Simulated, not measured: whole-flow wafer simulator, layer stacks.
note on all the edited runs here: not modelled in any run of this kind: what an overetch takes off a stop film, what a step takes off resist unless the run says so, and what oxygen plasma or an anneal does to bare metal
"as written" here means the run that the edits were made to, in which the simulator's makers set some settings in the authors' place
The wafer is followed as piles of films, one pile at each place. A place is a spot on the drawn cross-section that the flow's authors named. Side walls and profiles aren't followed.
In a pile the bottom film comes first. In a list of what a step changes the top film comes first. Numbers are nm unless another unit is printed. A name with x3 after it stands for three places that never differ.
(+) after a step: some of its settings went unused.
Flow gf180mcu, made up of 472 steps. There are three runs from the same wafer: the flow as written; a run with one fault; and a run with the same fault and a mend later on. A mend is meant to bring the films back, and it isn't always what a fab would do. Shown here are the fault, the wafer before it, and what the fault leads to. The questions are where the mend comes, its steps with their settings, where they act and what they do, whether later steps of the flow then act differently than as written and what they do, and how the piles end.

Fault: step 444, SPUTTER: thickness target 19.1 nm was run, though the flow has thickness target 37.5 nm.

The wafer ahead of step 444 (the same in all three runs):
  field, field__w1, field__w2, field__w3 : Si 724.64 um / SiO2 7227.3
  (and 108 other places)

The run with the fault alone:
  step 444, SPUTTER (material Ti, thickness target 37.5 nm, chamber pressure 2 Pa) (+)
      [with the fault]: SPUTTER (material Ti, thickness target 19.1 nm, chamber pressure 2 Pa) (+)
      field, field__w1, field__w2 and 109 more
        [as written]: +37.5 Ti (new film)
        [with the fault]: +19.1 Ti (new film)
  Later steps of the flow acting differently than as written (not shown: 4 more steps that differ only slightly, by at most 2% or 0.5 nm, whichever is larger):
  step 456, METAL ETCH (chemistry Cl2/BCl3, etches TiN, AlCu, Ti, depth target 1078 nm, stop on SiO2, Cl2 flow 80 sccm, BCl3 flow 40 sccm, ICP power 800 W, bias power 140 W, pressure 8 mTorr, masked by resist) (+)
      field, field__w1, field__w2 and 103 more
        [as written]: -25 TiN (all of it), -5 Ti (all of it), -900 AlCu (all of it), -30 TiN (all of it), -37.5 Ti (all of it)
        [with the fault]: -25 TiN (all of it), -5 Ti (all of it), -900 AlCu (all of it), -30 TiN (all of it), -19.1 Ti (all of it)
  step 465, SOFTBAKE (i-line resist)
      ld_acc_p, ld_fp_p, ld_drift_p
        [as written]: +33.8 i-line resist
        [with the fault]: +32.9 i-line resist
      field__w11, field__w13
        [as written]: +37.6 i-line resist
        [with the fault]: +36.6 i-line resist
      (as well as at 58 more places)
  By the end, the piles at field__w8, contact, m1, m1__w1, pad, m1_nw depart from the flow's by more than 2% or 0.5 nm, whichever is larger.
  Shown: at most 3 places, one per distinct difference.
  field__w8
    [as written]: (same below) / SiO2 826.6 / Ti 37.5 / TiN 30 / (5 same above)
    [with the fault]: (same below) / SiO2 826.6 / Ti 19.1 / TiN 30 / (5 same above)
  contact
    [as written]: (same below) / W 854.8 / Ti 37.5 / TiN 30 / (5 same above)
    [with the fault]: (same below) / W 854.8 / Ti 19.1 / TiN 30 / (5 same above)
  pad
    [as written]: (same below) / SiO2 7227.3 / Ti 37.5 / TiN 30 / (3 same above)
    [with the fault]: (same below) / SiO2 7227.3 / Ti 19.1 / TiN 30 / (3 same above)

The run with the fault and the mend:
  The mend stands after step 444.
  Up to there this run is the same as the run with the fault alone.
  step 444a, SPUTTER (material Ti, thickness target 18.4 nm, chamber pressure 2 Pa) (+) (a further turn of the flow's step 444, with different settings)
      field, field__w1, field__w2 and 109 more
        +18.4 Ti
  Later steps of the flow that are run all act as written at every place that is followed.
  At every place that both follow, the piles at the end match the flow's.
